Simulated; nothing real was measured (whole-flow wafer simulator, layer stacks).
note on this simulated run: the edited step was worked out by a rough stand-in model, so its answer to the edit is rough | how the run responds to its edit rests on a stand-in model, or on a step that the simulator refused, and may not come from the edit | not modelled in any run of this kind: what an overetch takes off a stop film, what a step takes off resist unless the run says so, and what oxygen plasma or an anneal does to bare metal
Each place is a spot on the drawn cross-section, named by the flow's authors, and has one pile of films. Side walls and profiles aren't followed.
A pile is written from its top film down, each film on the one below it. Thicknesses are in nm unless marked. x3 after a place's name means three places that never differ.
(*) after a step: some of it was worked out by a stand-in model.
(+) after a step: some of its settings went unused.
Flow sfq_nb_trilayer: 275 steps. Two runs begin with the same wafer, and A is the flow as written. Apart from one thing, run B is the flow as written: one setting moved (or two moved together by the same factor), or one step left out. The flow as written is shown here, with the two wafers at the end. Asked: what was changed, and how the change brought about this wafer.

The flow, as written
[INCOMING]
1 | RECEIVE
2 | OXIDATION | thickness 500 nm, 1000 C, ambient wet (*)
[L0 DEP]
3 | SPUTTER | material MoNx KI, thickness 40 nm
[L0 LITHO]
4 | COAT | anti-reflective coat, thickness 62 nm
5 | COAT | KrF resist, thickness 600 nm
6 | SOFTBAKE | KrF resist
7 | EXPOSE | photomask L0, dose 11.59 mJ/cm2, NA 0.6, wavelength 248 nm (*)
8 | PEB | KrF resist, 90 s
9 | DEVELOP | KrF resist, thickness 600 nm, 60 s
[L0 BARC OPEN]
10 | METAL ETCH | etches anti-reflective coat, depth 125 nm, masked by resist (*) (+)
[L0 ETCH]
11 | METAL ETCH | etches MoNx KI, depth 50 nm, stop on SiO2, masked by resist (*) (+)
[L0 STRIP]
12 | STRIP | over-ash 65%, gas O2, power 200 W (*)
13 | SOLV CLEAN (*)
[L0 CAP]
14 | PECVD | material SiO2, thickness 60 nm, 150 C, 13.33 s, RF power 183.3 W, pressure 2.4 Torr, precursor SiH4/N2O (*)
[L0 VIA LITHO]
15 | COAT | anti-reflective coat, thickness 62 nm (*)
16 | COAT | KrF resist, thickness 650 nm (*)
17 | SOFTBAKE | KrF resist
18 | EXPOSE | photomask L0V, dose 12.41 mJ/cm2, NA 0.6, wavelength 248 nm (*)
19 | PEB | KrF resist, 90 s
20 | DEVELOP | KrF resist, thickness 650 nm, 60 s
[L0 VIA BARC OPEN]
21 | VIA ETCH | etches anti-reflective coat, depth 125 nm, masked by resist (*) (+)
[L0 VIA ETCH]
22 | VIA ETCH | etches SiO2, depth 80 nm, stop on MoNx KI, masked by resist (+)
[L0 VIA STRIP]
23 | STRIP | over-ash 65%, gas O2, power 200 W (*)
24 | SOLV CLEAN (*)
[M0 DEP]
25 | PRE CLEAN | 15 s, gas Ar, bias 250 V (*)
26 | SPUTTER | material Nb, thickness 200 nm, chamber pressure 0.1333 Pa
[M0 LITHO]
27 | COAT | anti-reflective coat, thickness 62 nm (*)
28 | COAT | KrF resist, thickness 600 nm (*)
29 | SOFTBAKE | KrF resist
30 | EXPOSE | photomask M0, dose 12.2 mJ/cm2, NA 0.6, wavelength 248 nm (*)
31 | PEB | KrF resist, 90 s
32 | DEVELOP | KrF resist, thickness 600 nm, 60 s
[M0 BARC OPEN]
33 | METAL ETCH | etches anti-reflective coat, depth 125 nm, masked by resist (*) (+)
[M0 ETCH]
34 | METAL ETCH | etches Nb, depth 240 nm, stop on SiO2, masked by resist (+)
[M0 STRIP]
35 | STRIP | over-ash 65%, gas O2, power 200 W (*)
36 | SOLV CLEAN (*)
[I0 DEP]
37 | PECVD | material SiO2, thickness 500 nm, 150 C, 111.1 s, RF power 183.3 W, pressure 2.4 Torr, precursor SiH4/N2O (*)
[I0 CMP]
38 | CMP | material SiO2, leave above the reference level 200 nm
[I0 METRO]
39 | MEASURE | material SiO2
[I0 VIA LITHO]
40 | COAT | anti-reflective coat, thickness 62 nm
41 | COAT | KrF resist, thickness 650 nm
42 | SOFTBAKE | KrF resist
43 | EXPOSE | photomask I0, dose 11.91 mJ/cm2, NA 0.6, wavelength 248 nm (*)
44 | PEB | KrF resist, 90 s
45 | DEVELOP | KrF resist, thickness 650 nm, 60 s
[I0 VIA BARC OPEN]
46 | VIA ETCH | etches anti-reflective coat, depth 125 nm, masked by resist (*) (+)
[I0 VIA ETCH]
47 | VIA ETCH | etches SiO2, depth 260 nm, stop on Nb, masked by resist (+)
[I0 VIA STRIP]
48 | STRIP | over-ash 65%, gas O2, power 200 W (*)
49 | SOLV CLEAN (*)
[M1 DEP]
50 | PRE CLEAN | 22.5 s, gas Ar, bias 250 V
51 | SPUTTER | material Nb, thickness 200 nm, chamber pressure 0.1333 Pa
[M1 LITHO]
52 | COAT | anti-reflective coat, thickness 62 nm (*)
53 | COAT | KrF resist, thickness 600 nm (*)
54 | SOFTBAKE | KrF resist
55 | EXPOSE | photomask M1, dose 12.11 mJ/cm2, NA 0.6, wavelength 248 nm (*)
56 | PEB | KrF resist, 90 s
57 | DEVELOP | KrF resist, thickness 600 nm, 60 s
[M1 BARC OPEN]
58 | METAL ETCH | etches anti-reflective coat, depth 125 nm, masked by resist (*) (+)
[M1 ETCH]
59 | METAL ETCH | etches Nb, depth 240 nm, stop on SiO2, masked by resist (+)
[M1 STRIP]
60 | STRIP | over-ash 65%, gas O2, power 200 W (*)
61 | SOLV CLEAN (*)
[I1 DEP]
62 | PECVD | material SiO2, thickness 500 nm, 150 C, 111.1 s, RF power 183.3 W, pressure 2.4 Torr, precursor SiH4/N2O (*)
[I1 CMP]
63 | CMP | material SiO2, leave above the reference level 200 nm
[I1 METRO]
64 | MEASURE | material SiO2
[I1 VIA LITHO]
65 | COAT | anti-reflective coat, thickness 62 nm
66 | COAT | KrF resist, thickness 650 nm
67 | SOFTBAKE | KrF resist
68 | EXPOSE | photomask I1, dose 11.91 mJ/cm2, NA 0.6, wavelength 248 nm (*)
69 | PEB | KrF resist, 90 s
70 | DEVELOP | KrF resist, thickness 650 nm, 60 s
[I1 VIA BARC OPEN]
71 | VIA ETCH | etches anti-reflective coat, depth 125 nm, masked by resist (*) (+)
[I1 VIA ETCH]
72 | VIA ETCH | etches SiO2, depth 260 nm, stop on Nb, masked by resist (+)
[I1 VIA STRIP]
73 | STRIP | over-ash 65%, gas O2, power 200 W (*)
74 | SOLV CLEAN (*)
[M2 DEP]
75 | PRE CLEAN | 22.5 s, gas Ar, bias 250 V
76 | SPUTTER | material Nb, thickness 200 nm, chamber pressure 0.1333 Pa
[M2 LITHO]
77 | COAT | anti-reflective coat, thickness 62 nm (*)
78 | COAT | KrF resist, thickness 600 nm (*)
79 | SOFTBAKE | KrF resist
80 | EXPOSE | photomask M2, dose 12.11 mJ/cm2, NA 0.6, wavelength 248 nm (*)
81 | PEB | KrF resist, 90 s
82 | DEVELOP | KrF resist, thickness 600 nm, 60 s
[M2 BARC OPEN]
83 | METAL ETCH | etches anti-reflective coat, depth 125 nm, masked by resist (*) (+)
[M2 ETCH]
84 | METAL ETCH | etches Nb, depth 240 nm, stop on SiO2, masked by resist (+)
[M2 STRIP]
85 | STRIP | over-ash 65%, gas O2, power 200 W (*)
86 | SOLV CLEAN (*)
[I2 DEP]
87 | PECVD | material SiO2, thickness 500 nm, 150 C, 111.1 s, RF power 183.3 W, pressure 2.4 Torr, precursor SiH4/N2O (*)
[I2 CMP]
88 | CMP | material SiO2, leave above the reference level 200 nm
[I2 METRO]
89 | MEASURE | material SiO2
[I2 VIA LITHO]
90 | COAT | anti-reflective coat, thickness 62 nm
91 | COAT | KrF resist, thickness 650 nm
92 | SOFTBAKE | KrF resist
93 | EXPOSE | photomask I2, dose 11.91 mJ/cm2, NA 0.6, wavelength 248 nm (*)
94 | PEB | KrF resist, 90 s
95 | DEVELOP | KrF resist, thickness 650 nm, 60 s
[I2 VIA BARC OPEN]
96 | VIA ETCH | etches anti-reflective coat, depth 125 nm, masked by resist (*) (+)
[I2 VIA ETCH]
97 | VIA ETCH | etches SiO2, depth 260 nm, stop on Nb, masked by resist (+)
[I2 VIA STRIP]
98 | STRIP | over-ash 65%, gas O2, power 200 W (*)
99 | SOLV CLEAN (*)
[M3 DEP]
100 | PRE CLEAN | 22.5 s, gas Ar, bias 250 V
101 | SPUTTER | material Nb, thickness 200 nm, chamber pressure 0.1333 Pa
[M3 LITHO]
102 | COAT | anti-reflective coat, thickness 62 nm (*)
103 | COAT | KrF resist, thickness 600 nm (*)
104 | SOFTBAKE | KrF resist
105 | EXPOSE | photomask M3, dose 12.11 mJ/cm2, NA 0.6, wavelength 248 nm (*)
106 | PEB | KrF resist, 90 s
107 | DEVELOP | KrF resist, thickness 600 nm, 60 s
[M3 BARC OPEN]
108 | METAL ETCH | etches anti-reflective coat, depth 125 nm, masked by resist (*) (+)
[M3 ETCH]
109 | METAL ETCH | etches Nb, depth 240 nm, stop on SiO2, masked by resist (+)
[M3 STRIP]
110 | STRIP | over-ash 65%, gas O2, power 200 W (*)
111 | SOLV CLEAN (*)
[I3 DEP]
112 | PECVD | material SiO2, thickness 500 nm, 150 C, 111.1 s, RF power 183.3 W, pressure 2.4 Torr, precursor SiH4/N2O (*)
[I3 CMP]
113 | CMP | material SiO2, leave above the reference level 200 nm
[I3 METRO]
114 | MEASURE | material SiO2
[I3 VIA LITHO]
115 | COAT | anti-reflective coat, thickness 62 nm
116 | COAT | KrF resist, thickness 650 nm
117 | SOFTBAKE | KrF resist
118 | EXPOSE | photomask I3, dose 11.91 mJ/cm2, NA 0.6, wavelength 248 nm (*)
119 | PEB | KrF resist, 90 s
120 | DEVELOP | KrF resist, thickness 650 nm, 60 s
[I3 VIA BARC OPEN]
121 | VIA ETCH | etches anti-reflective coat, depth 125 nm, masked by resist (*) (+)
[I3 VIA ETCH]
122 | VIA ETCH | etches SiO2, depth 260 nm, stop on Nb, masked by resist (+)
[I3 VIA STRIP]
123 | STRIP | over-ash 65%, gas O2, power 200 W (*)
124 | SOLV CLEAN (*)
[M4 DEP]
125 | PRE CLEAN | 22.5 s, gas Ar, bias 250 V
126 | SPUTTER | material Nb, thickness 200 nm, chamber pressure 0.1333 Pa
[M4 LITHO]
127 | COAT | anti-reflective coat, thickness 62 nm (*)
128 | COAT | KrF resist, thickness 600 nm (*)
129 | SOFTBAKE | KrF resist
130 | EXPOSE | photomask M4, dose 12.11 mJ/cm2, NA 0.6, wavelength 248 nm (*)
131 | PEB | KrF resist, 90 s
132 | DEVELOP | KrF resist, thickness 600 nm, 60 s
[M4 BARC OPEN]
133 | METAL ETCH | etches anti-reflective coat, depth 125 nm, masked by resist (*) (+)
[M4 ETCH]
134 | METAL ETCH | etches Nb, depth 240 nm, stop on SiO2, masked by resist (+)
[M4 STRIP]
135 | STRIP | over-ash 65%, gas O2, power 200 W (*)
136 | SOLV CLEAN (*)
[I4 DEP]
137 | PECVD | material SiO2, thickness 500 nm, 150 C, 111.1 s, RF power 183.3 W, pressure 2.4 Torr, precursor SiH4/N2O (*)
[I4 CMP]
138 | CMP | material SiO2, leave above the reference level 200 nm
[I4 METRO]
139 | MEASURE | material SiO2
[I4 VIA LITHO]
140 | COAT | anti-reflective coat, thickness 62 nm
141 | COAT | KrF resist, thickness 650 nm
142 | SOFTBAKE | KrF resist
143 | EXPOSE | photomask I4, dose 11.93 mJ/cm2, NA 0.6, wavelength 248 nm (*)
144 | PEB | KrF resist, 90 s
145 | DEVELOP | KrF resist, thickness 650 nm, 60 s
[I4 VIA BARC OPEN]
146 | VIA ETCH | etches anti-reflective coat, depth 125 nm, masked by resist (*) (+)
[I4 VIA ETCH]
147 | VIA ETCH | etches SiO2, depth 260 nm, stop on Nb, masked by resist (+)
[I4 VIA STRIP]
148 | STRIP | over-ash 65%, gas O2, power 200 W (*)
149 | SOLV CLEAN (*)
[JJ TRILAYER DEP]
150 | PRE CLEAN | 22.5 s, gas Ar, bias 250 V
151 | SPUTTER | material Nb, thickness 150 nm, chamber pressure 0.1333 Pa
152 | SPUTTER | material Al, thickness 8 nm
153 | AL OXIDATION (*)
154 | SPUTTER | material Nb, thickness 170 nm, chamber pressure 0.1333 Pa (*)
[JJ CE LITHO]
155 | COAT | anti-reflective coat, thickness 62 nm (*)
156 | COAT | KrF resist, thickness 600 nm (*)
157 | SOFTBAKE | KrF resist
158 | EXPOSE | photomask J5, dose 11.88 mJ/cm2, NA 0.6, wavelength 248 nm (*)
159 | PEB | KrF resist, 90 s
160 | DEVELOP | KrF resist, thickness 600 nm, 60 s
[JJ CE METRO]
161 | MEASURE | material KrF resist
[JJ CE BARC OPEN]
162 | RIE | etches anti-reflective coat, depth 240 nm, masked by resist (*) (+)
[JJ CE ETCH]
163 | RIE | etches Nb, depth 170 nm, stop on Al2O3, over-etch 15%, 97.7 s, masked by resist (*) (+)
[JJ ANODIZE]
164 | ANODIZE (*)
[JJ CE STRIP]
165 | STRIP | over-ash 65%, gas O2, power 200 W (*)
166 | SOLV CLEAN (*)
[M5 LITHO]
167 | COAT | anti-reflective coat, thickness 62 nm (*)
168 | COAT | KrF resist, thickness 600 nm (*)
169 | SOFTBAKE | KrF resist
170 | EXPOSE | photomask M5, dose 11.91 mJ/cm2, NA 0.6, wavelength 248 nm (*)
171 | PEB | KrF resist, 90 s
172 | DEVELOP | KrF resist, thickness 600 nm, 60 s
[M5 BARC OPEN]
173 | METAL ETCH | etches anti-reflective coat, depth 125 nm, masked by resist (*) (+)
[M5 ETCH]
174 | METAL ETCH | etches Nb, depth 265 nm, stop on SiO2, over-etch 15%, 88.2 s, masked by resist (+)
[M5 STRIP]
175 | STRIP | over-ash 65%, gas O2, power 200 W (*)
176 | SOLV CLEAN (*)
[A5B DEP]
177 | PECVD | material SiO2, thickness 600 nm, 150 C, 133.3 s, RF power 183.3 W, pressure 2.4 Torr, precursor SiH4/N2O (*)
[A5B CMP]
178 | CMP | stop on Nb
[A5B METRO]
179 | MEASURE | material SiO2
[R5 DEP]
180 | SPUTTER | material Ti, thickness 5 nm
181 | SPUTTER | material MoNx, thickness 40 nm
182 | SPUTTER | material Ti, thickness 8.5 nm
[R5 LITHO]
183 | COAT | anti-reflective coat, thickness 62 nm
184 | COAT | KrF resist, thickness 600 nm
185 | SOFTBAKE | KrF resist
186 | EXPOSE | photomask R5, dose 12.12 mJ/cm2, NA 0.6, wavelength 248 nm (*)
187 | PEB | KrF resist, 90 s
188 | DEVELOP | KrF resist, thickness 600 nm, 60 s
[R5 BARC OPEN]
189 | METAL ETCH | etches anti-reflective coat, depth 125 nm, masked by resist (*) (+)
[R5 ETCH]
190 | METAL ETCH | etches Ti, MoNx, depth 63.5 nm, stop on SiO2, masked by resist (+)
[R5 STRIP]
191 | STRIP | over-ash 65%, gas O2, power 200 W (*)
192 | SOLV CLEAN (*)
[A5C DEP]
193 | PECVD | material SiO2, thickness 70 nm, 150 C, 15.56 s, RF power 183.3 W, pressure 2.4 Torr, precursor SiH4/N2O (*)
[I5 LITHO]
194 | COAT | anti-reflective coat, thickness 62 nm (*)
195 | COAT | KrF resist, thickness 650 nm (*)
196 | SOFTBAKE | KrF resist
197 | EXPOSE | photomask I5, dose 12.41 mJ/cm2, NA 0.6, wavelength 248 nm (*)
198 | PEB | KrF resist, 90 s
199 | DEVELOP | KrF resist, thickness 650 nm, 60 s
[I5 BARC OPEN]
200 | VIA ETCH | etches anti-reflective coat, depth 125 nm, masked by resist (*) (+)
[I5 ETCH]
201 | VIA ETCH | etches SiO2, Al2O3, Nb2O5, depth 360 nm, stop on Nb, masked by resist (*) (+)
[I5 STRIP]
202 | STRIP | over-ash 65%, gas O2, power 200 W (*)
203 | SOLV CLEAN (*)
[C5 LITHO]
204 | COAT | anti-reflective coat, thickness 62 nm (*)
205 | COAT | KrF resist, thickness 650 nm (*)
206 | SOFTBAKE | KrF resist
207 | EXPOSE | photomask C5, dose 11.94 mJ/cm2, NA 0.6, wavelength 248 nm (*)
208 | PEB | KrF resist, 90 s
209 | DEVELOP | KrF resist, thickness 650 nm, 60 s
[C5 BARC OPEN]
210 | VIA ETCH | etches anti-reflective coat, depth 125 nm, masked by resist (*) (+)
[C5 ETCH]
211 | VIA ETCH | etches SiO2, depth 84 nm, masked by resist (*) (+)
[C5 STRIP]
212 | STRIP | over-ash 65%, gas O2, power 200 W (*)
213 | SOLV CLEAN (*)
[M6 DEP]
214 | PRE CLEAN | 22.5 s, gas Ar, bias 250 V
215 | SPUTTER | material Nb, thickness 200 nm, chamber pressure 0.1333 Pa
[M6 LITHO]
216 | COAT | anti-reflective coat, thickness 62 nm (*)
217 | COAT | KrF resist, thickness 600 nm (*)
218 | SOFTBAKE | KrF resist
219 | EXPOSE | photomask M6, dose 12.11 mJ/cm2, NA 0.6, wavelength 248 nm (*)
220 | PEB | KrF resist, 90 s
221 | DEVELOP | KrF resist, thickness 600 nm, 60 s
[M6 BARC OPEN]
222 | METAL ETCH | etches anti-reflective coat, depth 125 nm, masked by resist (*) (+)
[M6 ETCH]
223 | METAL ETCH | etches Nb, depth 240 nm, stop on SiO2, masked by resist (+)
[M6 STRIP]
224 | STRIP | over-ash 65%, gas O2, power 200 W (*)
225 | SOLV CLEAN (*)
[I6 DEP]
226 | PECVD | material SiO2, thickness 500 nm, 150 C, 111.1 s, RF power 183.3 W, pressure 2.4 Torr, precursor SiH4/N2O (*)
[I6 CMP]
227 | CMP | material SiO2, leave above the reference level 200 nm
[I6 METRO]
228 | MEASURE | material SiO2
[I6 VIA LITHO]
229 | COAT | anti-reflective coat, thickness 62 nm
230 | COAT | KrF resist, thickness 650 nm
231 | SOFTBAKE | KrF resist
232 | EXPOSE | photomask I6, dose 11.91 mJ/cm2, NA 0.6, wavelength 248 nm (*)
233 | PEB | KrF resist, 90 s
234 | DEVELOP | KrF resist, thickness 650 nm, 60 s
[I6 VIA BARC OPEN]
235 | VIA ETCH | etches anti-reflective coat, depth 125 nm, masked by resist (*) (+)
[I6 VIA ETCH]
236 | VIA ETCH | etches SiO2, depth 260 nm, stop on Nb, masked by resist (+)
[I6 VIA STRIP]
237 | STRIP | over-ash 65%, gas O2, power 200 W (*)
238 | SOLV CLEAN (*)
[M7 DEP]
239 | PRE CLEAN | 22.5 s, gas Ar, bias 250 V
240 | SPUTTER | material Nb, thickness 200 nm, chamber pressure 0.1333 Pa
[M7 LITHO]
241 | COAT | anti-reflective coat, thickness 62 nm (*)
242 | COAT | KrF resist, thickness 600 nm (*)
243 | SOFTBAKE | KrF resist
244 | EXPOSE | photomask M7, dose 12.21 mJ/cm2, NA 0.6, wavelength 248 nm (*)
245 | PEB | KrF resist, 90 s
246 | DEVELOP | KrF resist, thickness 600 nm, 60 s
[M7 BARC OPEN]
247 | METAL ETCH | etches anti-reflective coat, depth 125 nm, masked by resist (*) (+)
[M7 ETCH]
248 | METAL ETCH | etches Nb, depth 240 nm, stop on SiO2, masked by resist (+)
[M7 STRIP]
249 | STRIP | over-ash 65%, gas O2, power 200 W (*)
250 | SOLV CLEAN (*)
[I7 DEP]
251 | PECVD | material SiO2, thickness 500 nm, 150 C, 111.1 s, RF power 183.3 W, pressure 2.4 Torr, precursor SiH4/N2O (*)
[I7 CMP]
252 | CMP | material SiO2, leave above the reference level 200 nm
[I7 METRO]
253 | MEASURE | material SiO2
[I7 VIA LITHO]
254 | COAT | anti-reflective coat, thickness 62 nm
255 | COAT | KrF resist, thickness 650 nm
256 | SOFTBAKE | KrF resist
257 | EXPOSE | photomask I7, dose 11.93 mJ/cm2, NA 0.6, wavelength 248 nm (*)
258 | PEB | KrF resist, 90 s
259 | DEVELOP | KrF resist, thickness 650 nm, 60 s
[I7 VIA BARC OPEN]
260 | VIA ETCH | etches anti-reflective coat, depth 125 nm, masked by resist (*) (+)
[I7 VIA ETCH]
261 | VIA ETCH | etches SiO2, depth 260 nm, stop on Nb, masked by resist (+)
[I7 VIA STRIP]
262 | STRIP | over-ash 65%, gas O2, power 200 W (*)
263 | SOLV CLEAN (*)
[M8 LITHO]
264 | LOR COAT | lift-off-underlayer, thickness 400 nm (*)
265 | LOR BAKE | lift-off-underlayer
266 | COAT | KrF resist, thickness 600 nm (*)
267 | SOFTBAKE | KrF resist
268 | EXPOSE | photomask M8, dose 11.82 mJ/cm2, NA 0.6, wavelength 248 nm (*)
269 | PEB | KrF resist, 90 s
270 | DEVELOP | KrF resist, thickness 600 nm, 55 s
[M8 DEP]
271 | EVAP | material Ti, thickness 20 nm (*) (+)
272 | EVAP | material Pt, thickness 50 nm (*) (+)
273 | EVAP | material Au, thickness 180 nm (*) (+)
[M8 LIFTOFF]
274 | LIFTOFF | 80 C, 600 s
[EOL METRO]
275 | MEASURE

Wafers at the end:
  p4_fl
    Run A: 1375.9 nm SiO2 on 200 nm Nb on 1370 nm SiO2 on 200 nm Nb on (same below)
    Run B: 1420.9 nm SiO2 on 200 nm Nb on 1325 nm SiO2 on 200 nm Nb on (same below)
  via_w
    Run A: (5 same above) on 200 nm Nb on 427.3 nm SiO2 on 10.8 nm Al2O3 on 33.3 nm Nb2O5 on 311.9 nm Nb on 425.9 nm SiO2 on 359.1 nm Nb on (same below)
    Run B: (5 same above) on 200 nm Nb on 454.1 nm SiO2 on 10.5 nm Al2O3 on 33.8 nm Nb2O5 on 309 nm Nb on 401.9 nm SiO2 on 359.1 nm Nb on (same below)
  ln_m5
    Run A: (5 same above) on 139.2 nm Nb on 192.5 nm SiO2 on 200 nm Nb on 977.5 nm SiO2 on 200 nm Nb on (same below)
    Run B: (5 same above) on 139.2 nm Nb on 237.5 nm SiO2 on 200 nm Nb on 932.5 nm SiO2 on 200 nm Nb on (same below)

Cause: step 112, PECVD: thickness 355 nm was run, whereas the flow has thickness 500 nm; step 112, PECVD: 78.89 s was run, where the flow has 111.1 s.

The path from the change to this, step by step:
  112 | PECVD | material SiO2, thickness 500 nm, 150 C, 111.1 s, RF power 183.3 W, pressure 2.4 Torr, precursor SiH4/N2O (*)
      field_l, be, be_sur and 64 more: A +500 SiO2 | B +355 SiO2
      v_sur, via_wl, via_wr and 27 more: A +500 SiO2 (new film) | B +355 SiO2 (new film)
      (as well as at 9 more places)
  113 | CMP | material SiO2, leave above the reference level 200 nm
      field_l, be, be_sur and 64 more: A -100 SiO2 | B nothing
      p4_g1, p4_g2, p3_s0, p3_s1, p3_s2, p3_s3, p3_s4, p3_s5: A -157.1 SiO2 | B nothing
      (as well as at 31 more places)
  115 | COAT | anti-reflective coat, thickness 62 nm
      p3_fr, m0r_space_l, m0r_space_r, m6r_space_l, m6r_space_r, m7r_space_l, m7r_space_r: A +62 anti-reflective coat (new film) | B +68.4 anti-reflective coat (new film)
      m0r_line_l, m0r_line_r, m6r_line_l, m6r_line_r, m7r_line_l, m7r_line_r: A +62 anti-reflective coat (new film) | B +63.3 anti-reflective coat (new film)
      (as well as at 61 more places)
  116 | COAT | KrF resist, thickness 650 nm
      v_sur: A +650 KrF resist (new film) | B +633 KrF resist (new film)
      via_wl: A +650 KrF resist (new film) | B +635 KrF resist (new film)
      (as well as at 11 more places)
  120 | DEVELOP | KrF resist, thickness 650 nm, 60 s
      via_v: A -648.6 KrF resist (all of it) | B -632.6 KrF resist (all of it)
  121 | VIA ETCH | etches anti-reflective coat, depth 125 nm, masked by resist (*) (+)
      field_l, v_sur, via_wl and 102 more: A -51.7 KrF resist | B -48.7 KrF resist
      via_v: A -62 anti-reflective coat (all of it), -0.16 SiO2 | B -58.4 anti-reflective coat (all of it), -0.15 SiO2
  123 | STRIP | over-ash 65%, gas O2, power 200 W (*)
      m0r_line_l, m0r_line_r, m6r_line_l, m6r_line_r, m7r_line_l, m7r_line_r: A -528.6 KrF resist (all of it), -62 anti-reflective coat (all of it) | B -539.9 KrF resist (all of it), -63.3 anti-reflective coat (all of it)
      m0r_space_l, m0r_space_r, m6r_space_l, m6r_space_r, m7r_space_l, m7r_space_r: A -528.6 KrF resist (all of it), -62 anti-reflective coat (all of it) | B -536.5 KrF resist (all of it), -68.4 anti-reflective coat (all of it)
      (as well as at 62 more places)
  127 | COAT | anti-reflective coat, thickness 62 nm (*)
      p3_l1, p3_l2, p3_l3, p3_l4, p3_l5, p3_l6: A +62 anti-reflective coat (new film) | B +51.9 anti-reflective coat (new film)
      p3_s1, p3_s2, p3_s3, p3_s4: A +62 anti-reflective coat (new film) | B +74 anti-reflective coat (new film)
      (as well as at 57 more places)
  128 | COAT | KrF resist, thickness 600 nm (*)
      p3_l2, p3_l3: A +600 KrF resist (new film) | B +586.7 KrF resist (new film)
      v_sur: A +597.6 KrF resist (new film) | B +581 KrF resist (new film)
      (as well as at 15 more places)
  132 | DEVELOP | KrF resist, thickness 600 nm, 60 s
      wl_d_sl: A -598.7 KrF resist (all of it) | B -613.6 KrF resist (all of it)
      wl_d_m1: A -598.7 KrF resist (all of it) | B -614.9 KrF resist (all of it)
      (as well as at 3 more places)
  133 | METAL ETCH | etches anti-reflective coat, depth 125 nm, masked by resist (*) (+)
      v_sur, via_wl, via_w and 36 more: A -51.7 KrF resist | B -53.8 KrF resist
      p3_s1, p3_s2, p3_s3, p3_s4: A -62 anti-reflective coat (all of it) | B -74 anti-reflective coat (all of it)
      (as well as at 33 more places)
  135 | STRIP | over-ash 65%, gas O2, power 200 W (*)
      p3_l2, p3_l3: A -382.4 KrF resist (all of it), -62 anti-reflective coat (all of it) | B -367 KrF resist (all of it), -51.9 anti-reflective coat (all of it)
      v_sur: A -379.9 KrF resist (all of it), -61.4 anti-reflective coat (all of it) | B -361.3 KrF resist (all of it), -51.4 anti-reflective coat (all of it)
      (as well as at 27 more places)
  137 | PECVD | material SiO2, thickness 500 nm, 150 C, 111.1 s, RF power 183.3 W, pressure 2.4 Torr, precursor SiH4/N2O (*)
      p3_s0, p3_s1, p3_s2, p3_s3, p3_s4, p3_s5: A +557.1 SiO2 | B +602.1 SiO2
  138 | CMP | material SiO2, leave above the reference level 200 nm
      field_l, be, be_sur and 55 more: A -100 SiO2 | B -55 SiO2
      ln_m5, lsp_m, ln_m6, p4_fl, p4_fm, p4_g1, p4_g2, p4_fr: A -300 SiO2 | B -255 SiO2
      (as well as at 4 more places)
  147 | VIA ETCH | etches SiO2, depth 260 nm, stop on Nb, masked by resist (+)
      via_w: A -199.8 SiO2 (all of it) | B -223.9 SiO2 (all of it)
  151 | SPUTTER | material Nb, thickness 150 nm, chamber pressure 0.1333 Pa
      via_w: A +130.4 Nb | B +127.6 Nb
  ... 11 other steps ...
  178 | CMP | stop on Nb
      via_w: A -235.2 SiO2 | B -226.5 SiO2
